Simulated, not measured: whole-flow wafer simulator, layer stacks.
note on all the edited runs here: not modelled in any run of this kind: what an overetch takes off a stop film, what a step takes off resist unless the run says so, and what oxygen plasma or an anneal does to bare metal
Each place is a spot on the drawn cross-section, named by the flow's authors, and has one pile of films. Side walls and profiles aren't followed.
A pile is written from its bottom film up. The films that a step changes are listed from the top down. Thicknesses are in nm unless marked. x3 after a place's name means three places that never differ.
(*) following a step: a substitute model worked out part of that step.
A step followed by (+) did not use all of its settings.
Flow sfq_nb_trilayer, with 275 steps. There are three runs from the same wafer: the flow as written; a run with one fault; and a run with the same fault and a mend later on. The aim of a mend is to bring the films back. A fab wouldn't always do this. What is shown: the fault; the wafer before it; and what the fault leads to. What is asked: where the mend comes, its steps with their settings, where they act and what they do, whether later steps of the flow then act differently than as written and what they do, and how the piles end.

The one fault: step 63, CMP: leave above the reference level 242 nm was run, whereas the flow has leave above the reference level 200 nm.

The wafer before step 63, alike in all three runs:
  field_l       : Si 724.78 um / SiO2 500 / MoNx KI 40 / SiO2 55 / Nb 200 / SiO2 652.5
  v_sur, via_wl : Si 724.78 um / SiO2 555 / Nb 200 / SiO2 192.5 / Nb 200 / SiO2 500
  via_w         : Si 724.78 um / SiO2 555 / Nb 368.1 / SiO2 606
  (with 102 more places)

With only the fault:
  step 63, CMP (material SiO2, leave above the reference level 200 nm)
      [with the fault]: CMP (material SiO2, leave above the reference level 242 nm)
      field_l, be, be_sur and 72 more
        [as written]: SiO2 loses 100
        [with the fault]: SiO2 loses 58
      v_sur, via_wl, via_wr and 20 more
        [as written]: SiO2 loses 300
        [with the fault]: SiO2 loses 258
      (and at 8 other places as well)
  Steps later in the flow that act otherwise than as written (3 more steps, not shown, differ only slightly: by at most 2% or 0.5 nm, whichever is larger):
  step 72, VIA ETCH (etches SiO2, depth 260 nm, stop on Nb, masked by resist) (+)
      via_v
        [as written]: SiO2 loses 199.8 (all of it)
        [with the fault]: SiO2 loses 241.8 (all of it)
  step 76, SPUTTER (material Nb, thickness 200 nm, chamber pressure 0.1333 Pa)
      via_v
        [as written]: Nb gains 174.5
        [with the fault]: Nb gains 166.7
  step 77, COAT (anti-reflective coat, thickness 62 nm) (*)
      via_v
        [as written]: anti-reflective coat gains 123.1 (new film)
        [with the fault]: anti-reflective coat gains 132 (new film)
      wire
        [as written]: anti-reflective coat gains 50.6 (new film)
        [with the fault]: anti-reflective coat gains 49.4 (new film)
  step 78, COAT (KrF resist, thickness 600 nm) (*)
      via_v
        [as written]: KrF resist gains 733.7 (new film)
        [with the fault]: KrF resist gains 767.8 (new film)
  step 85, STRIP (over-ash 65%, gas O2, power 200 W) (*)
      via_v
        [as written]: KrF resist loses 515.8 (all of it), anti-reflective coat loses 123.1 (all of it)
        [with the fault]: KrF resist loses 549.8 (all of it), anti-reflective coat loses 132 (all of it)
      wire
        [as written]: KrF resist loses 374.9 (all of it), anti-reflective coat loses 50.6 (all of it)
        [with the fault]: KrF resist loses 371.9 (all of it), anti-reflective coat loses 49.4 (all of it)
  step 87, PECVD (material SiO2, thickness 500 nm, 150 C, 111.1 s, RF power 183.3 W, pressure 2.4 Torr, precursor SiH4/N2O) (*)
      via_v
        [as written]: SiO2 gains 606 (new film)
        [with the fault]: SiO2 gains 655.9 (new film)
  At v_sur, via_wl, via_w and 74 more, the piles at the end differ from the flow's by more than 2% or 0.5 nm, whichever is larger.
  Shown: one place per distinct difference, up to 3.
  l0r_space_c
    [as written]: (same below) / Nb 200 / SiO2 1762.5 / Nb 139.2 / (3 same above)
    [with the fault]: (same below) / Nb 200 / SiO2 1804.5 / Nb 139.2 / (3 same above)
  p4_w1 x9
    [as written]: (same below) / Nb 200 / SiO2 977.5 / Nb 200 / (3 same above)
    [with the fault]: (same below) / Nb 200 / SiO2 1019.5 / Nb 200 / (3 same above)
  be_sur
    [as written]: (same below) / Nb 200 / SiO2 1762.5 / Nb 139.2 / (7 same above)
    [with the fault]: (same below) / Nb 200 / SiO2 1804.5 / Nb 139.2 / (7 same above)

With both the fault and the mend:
  The mend follows step 64.
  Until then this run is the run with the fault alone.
  step 64a, CMP (material SiO2, leave above the reference level 200 nm) (a further turn of the flow's step 63)
      field_l, v_sur, via_wl and 103 more
        SiO2 loses 42
  Every later step of the flow that is run acts as written at every place that is followed.
  By the end, the piles equal the flow's at every place that both follow.
